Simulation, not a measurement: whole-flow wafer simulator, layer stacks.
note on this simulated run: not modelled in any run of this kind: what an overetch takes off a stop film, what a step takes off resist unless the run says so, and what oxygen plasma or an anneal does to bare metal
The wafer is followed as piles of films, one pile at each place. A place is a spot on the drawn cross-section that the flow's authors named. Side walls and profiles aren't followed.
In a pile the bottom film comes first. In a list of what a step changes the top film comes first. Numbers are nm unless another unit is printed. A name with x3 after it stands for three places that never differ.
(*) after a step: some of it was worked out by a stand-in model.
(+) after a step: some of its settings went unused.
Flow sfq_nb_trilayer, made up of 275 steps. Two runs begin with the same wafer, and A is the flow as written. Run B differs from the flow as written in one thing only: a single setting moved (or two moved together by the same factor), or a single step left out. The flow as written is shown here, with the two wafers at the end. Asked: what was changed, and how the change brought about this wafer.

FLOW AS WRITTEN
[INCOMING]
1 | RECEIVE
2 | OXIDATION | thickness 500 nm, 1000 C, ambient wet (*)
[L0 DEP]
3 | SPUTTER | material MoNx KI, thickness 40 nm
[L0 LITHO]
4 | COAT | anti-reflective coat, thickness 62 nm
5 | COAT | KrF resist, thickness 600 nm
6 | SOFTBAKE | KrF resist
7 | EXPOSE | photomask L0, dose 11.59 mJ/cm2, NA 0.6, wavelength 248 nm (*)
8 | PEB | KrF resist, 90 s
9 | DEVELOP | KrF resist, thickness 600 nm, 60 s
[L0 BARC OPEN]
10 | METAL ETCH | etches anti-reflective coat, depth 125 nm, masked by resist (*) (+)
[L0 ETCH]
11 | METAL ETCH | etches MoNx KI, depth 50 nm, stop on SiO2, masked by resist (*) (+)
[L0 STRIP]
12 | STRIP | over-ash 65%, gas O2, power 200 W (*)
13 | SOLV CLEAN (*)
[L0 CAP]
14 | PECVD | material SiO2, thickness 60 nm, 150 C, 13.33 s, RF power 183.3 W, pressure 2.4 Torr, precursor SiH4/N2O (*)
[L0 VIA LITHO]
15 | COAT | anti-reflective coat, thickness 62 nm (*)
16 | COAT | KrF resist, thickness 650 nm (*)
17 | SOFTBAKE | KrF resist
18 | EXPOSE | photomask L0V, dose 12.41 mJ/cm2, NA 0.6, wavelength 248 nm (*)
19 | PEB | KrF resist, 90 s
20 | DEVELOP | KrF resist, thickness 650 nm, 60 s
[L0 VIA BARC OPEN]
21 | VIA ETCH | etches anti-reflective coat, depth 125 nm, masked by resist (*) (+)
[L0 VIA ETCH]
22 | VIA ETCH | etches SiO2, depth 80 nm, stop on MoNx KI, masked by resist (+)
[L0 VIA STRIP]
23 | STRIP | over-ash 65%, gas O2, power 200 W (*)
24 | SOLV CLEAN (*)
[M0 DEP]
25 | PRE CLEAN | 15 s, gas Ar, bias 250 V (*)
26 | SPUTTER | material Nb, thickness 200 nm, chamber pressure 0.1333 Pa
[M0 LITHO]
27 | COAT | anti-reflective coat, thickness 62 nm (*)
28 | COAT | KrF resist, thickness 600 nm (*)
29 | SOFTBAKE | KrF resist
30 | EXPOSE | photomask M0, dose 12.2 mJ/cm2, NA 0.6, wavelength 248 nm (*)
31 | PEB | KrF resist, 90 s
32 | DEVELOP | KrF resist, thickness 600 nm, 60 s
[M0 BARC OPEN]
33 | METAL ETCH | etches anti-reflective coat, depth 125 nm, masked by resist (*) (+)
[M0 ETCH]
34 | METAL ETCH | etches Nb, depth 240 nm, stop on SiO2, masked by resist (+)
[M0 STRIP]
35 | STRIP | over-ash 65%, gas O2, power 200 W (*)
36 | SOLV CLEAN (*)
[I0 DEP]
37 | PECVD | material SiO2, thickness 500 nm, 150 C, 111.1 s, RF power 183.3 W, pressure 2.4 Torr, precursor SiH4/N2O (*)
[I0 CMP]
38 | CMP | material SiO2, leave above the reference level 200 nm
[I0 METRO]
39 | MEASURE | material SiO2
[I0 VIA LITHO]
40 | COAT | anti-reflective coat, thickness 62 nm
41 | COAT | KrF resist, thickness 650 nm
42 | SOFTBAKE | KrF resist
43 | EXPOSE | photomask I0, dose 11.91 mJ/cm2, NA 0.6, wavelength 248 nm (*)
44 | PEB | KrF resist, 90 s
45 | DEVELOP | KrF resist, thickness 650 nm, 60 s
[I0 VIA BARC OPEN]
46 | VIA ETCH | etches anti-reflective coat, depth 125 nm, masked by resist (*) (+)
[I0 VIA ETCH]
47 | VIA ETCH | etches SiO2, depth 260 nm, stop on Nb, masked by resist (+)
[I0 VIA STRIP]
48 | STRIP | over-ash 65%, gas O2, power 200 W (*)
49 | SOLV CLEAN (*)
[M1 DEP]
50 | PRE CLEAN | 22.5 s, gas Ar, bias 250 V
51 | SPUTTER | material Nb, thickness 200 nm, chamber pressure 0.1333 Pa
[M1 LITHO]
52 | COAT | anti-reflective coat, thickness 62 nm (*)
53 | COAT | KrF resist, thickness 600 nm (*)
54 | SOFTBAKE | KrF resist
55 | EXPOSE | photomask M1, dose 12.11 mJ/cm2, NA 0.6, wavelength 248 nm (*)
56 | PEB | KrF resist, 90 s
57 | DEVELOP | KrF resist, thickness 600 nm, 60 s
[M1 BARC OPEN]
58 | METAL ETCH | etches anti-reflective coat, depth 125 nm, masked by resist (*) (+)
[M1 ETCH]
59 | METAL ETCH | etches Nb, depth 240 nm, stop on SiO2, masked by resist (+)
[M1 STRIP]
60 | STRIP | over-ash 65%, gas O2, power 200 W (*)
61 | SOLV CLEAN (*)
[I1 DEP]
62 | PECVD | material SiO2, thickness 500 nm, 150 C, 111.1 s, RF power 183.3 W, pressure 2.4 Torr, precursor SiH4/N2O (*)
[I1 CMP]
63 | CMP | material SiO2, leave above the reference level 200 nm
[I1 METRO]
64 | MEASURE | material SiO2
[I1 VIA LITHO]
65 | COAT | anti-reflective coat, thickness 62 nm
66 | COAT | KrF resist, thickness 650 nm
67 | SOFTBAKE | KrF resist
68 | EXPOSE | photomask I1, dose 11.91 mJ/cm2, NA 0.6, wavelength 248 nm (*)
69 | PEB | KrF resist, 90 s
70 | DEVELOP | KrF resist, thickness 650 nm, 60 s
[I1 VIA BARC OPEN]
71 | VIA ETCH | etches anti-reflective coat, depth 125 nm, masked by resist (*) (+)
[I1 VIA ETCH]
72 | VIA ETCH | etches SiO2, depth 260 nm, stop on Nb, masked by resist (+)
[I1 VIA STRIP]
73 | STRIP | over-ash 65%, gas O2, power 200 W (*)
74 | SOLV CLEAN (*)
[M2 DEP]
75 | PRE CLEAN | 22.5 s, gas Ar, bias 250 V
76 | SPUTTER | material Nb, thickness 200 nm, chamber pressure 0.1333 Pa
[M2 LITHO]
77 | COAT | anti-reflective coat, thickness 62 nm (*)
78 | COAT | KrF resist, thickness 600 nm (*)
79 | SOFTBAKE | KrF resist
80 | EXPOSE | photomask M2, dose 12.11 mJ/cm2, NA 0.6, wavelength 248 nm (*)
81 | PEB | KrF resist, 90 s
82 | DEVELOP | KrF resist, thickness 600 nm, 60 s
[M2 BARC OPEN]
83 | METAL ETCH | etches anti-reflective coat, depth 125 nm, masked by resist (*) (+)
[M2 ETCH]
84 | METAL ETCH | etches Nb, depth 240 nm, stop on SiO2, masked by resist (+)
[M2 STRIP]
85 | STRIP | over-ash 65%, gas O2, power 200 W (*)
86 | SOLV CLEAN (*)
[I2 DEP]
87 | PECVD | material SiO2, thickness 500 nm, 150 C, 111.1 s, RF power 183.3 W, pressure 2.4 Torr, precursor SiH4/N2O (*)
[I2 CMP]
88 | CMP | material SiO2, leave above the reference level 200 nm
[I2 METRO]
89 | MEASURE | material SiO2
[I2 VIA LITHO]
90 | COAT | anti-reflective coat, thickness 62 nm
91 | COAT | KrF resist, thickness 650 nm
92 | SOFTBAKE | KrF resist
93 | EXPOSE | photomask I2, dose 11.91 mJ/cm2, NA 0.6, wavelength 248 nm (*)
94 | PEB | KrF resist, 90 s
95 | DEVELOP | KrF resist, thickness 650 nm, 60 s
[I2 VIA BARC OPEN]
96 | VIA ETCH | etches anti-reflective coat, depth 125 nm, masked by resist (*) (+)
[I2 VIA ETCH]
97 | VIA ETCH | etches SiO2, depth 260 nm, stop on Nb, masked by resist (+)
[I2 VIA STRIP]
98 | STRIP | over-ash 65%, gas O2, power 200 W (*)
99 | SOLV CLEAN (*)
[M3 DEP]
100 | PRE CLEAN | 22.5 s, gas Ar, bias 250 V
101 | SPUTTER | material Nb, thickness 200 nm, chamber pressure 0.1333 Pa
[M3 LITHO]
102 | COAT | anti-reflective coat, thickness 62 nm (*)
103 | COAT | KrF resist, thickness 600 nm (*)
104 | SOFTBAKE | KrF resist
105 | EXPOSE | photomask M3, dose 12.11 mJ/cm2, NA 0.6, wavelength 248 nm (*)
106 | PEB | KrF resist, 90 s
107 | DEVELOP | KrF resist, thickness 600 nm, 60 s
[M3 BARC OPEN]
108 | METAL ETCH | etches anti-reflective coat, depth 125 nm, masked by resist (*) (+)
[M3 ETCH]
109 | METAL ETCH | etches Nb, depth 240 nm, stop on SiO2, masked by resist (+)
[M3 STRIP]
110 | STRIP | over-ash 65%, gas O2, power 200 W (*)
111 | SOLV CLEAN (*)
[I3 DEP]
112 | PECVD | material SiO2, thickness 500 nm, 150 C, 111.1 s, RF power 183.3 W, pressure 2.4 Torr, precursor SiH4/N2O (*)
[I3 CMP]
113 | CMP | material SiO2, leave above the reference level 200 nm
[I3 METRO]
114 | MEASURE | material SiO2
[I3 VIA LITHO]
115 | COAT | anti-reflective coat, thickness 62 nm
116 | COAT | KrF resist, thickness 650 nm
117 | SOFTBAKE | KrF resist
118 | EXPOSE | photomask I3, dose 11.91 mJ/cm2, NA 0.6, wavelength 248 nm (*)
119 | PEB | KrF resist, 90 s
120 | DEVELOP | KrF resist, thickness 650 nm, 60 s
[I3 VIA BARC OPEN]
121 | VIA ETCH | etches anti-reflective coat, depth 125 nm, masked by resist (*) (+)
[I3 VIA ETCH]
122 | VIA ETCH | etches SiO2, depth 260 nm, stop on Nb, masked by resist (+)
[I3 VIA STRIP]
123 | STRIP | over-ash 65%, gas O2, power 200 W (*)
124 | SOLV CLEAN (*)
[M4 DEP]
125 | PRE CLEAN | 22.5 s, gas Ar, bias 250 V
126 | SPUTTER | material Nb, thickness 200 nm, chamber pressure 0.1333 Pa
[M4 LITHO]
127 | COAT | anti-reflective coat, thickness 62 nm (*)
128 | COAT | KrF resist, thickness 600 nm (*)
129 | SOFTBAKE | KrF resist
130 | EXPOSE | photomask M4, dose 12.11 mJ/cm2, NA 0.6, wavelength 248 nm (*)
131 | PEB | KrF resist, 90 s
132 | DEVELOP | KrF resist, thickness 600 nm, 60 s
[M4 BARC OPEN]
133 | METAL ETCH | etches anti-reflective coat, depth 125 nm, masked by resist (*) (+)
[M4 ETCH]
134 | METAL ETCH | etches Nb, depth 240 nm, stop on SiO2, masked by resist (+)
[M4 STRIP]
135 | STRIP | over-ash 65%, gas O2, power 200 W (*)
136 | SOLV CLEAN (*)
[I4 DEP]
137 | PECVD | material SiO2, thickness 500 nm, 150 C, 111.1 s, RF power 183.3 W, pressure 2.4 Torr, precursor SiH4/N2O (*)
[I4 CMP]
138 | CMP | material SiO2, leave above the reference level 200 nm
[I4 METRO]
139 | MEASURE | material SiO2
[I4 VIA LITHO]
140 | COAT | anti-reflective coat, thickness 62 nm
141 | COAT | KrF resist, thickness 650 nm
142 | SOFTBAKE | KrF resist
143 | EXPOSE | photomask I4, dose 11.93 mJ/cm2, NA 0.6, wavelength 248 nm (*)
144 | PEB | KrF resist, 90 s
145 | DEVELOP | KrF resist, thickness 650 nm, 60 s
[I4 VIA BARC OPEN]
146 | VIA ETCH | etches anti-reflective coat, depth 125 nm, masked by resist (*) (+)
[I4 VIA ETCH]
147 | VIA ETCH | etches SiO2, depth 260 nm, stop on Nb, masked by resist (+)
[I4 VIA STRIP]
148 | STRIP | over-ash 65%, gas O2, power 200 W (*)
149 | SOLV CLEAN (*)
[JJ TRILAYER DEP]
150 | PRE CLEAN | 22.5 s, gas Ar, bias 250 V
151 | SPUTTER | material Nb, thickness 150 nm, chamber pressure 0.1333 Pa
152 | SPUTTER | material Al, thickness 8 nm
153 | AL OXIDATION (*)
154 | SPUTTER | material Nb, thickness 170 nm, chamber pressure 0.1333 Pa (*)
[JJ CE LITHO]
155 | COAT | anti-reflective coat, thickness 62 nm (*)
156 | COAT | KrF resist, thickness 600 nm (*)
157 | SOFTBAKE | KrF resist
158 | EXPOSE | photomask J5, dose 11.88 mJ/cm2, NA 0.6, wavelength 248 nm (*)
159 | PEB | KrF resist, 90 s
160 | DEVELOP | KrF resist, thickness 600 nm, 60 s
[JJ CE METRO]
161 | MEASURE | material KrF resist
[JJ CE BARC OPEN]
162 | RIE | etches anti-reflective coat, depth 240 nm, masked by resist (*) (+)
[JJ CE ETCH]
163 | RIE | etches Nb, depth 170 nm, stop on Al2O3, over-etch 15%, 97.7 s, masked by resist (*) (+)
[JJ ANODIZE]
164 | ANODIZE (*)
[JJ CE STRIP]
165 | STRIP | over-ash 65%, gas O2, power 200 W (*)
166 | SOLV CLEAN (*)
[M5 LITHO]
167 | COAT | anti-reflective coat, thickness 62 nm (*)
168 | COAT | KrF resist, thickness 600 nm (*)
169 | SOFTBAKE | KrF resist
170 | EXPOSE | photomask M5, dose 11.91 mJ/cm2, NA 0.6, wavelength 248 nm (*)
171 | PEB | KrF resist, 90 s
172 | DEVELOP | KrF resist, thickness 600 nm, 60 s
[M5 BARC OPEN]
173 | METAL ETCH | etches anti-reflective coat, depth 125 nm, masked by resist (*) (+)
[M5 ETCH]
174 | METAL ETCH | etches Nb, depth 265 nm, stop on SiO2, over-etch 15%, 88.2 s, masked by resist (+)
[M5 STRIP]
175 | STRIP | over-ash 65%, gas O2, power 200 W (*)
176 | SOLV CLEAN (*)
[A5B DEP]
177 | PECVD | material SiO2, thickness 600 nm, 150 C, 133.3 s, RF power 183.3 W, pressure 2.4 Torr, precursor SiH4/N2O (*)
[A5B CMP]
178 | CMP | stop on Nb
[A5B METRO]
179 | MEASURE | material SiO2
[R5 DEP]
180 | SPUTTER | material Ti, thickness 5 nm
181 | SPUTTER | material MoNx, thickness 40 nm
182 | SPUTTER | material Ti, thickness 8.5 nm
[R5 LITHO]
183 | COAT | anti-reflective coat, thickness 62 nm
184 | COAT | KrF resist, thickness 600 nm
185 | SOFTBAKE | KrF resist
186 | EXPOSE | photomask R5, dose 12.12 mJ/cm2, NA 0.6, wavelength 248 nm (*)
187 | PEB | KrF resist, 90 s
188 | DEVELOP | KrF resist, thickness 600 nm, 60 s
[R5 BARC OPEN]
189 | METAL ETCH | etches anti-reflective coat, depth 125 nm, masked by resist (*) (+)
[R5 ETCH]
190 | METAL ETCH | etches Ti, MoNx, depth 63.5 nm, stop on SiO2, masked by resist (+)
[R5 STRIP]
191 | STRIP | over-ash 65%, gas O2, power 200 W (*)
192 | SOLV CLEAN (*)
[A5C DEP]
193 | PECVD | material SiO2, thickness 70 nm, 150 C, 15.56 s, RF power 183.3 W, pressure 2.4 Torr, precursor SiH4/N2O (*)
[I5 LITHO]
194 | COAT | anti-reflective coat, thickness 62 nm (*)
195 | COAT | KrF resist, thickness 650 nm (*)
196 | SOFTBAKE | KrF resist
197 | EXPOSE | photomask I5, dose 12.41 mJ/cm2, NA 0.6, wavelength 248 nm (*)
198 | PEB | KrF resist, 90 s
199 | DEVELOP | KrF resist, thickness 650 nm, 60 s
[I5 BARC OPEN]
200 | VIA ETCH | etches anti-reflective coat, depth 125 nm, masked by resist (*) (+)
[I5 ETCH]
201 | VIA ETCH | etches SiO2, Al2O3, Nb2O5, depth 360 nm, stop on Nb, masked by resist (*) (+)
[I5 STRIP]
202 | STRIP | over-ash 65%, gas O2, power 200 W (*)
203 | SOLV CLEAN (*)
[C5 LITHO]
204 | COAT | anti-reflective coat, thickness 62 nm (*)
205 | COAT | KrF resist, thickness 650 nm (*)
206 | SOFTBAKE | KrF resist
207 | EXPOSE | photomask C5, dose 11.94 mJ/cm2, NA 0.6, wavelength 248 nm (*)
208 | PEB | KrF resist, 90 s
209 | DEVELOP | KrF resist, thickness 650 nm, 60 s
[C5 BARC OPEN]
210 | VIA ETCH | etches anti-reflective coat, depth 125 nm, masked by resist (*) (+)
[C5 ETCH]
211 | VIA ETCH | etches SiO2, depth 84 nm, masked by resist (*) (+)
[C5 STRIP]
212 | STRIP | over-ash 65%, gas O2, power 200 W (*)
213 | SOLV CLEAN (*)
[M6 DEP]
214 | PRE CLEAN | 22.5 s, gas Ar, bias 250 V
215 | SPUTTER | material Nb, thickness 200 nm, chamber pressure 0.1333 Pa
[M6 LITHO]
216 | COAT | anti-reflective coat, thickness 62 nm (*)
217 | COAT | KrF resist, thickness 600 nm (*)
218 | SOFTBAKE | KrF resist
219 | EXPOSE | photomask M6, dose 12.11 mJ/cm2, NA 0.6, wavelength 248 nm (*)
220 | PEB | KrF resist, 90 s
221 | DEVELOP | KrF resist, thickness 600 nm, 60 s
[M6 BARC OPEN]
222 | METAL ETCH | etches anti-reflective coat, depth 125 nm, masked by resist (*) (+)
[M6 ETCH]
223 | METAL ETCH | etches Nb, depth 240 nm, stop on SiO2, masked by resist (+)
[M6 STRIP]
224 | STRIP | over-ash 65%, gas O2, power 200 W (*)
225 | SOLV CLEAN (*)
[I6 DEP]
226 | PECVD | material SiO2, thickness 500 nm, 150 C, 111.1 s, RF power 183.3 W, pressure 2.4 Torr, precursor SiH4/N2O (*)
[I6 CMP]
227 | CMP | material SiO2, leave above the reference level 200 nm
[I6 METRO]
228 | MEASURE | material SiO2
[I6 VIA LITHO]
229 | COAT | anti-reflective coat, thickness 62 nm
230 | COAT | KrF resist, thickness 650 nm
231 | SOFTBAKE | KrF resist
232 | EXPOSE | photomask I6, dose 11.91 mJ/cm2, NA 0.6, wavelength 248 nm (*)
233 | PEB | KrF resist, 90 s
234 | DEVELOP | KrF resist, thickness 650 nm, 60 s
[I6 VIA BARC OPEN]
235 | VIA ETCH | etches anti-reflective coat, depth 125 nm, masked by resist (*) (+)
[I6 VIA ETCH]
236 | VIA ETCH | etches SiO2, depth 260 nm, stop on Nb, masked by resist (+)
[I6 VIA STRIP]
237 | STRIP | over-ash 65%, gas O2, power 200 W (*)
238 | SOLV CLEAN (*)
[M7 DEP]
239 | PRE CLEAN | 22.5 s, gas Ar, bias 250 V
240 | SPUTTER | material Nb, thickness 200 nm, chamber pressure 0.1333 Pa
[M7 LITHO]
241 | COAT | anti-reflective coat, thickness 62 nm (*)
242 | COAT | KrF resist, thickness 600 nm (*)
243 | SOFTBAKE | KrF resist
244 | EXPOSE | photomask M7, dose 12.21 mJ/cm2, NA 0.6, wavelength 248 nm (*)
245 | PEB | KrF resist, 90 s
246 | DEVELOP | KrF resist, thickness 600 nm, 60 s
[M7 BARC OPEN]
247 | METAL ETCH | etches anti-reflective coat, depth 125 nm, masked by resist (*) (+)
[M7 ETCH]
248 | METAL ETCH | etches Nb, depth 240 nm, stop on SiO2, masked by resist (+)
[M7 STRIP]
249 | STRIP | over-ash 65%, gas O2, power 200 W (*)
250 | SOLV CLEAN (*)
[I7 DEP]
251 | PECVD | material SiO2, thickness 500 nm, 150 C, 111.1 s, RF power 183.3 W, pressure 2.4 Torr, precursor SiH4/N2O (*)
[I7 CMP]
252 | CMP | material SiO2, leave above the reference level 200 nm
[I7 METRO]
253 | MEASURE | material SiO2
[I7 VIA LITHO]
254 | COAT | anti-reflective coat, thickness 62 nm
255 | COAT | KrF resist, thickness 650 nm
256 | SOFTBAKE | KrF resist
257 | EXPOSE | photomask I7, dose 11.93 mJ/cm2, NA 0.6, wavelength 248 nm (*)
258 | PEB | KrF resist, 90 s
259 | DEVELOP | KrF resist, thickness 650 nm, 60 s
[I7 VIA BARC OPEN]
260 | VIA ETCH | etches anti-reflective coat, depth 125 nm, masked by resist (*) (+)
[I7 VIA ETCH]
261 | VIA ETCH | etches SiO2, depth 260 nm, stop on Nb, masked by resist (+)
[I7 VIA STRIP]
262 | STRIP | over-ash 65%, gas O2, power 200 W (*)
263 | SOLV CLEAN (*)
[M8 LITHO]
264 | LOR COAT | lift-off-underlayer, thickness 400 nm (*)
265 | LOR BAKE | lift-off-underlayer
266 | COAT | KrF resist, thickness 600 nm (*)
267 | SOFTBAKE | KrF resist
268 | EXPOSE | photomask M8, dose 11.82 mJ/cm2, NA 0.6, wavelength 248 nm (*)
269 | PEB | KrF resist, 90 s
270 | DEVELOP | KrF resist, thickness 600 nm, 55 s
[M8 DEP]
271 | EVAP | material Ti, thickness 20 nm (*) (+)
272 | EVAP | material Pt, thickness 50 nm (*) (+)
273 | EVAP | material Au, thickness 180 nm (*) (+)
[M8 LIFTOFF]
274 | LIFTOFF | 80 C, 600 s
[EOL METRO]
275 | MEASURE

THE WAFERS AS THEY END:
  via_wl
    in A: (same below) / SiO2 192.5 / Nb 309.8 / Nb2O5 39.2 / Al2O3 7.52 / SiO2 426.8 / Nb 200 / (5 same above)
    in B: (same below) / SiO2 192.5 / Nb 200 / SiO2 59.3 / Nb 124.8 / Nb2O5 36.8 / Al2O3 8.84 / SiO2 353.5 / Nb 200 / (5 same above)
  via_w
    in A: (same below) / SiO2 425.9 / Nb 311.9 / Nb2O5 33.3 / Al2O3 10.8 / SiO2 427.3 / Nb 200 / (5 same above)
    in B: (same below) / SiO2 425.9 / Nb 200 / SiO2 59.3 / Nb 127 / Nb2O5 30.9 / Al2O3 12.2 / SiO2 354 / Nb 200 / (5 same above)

The reason: step 147, VIA ETCH: depth 133 nm was run, whereas the flow has depth 260 nm.

Step by step, how the change led to this:
  147 | VIA ETCH | etches SiO2, depth 260 nm, stop on Nb, masked by resist (+)
      via_wl, via_w, via_wr: A -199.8 SiO2 (all of it) | B -133 SiO2
      field_l, v_sur, via_sp and 100 more: A -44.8 KrF resist | B -22.9 KrF resist
  148 | STRIP | over-ash 65%, gas O2, power 200 W (*)
      field_l, v_sur, via_sp and 100 more: A -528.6 KrF resist (all of it), -62 anti-reflective coat (all of it) | B -550.5 KrF resist (all of it), -62 anti-reflective coat (all of it)
  150 | PRE CLEAN | 22.5 s, gas Ar, bias 250 V
      via_wl, via_w, via_wr: A -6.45 Nb | B -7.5 SiO2
  151 | SPUTTER | material Nb, thickness 150 nm, chamber pressure 0.1333 Pa
      via_wl, via_w, via_wr: A +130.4 Nb | B +138.1 Nb (new film)
  152 | SPUTTER | material Al, thickness 8 nm
      via_wl, via_wr: A +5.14 Al (new film) | B +5.94 Al (new film)
      via_w: A +7.12 Al (new film) | B +7.75 Al (new film)
  154 | SPUTTER | material Nb, thickness 170 nm, chamber pressure 0.1333 Pa (*)
      via_wl, via_wr: A +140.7 Nb (new film) | B +121.6 Nb (new film)
      via_w: A +141 Nb (new film) | B +165 Nb (new film)
  155 | COAT | anti-reflective coat, thickness 62 nm (*)
      via_wl, via_wr: A +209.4 anti-reflective coat (new film) | B +193.7 anti-reflective coat (new film)
      v_sur: A +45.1 anti-reflective coat (new film) | B +48.2 anti-reflective coat (new film)
      (as well as at 2 more places)
  156 | COAT | KrF resist, thickness 600 nm (*)
      via_wl: A +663 KrF resist (new film) | B +639.7 KrF resist (new film)
      via_w: A +763.8 KrF resist (new film) | B +690.7 KrF resist (new film)
      (as well as at 1 more place)
  160 | DEVELOP | KrF resist, thickness 600 nm, 60 s
      via_wl: A -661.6 KrF resist (all of it) | B -638.4 KrF resist (all of it)
      via_w: A -762.1 KrF resist (all of it) | B -689.2 KrF resist (all of it)
      (as well as at 1 more place)
  162 | RIE | etches anti-reflective coat, depth 240 nm, masked by resist (*) (+)
      ce_l, c5j, ce_r, wl_jj: A -209.4 KrF resist | B -193.7 KrF resist
      via_wl, via_wr: A -209.4 anti-reflective coat (all of it) | B -193.7 anti-reflective coat (all of it)
      (as well as at 3 more places)
  163 | RIE | etches Nb, depth 170 nm, stop on Al2O3, over-etch 15%, 97.7 s, masked by resist (*) (+)
      via_w: A -141 Nb (all of it), -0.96 Al2O3 (all of it) | B -165 Nb (all of it), -0.61 Al2O3
      via_wl, via_wr: A -140.7 Nb (all of it), -0.96 Al2O3 (all of it) | B -121.6 Nb (all of it), -0.96 Al2O3 (all of it)
  164 | ANODIZE (*)
      via_w: A +10.8 Al2O3 (new film), +33.3 Nb2O5 (new film), -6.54 Al (all of it), -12 Nb | B +11.8 Al2O3, +30.9 Nb2O5 (new film), -7.17 Al (all of it), -11.1 Nb
      via_wl, via_wr: A +7.52 Al2O3 (new film), +39.2 Nb2O5 (new film), -4.56 Al (all of it), -14.1 Nb | B +8.84 Al2O3 (new film), +36.8 Nb2O5 (new film), -5.36 Al (all of it), -13.2 Nb
  165 | STRIP | over-ash 65%, gas O2, power 200 W (*)
      c5j, ce_r: A -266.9 KrF resist (all of it), -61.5 anti-reflective coat (all of it) | B -283.1 KrF resist (all of it), -61.7 anti-reflective coat (all of it)
      ce_l: A -266.8 KrF resist (all of it), -61.4 anti-reflective coat (all of it) | B -283 KrF resist (all of it), -61.7 anti-reflective coat (all of it)
      (as well as at 1 more place)
  167 | COAT | anti-reflective coat, thickness 62 nm (*)
      via_wl: A +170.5 anti-reflective coat (new film) | B +118.7 anti-reflective coat (new film)
      via_w: A +84.1 anti-reflective coat (new film) | B +74.8 anti-reflective coat (new film)
      (as well as at 2 more places)
  168 | COAT | KrF resist, thickness 600 nm (*)
      via_w: A +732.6 KrF resist (new film) | B +687.8 KrF resist (new film)
  175 | STRIP | over-ash 65%, gas O2, power 200 W (*)
      v_sur: A -349.2 KrF resist (all of it), -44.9 anti-reflective coat (all of it) | B -360.3 KrF resist (all of it), -44.8 anti-reflective coat (all of it)
      via_wl: A -427 KrF resist (all of it), -170.5 anti-reflective coat (all of it) | B -421.1 KrF resist (all of it), -118.7 anti-reflective coat (all of it)
      (as well as at 3 more places)
  178 | CMP | stop on Nb
      via_wl, via_wr: A -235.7 SiO2 | B -309 SiO2
      via_w: A -235.2 SiO2 | B -308.5 SiO2
Taking metal films that touch as one body, via_wl has 8 bodies (between them, from the top down: SiO2 192.5; SiO2 353.5 / Al2O3 8.84 / Nb2O5 36.8; SiO2 59.3; SiO2 192.5; SiO2 192.5; SiO2 192.5; SiO2 192.5); the flow as written gives 7 bodies (between them, from the top down: SiO2 192.5; SiO2 426.8 / Al2O3 7.52 / Nb2O5 39.2; SiO2 192.5; SiO2 192.5; SiO2 192.5; SiO2 192.5).
Taking metal films that touch as one body, via_w has 6 bodies (between them, from the top down: SiO2 192.5; SiO2 354 / Al2O3 12.2 / Nb2O5 30.9; SiO2 59.3; SiO2 425.9; SiO2 416.9); the flow as written gives 5 bodies (between them, from the top down: SiO2 192.5; SiO2 427.3 / Al2O3 10.8 / Nb2O5 33.3; SiO2 425.9; SiO2 416.9).
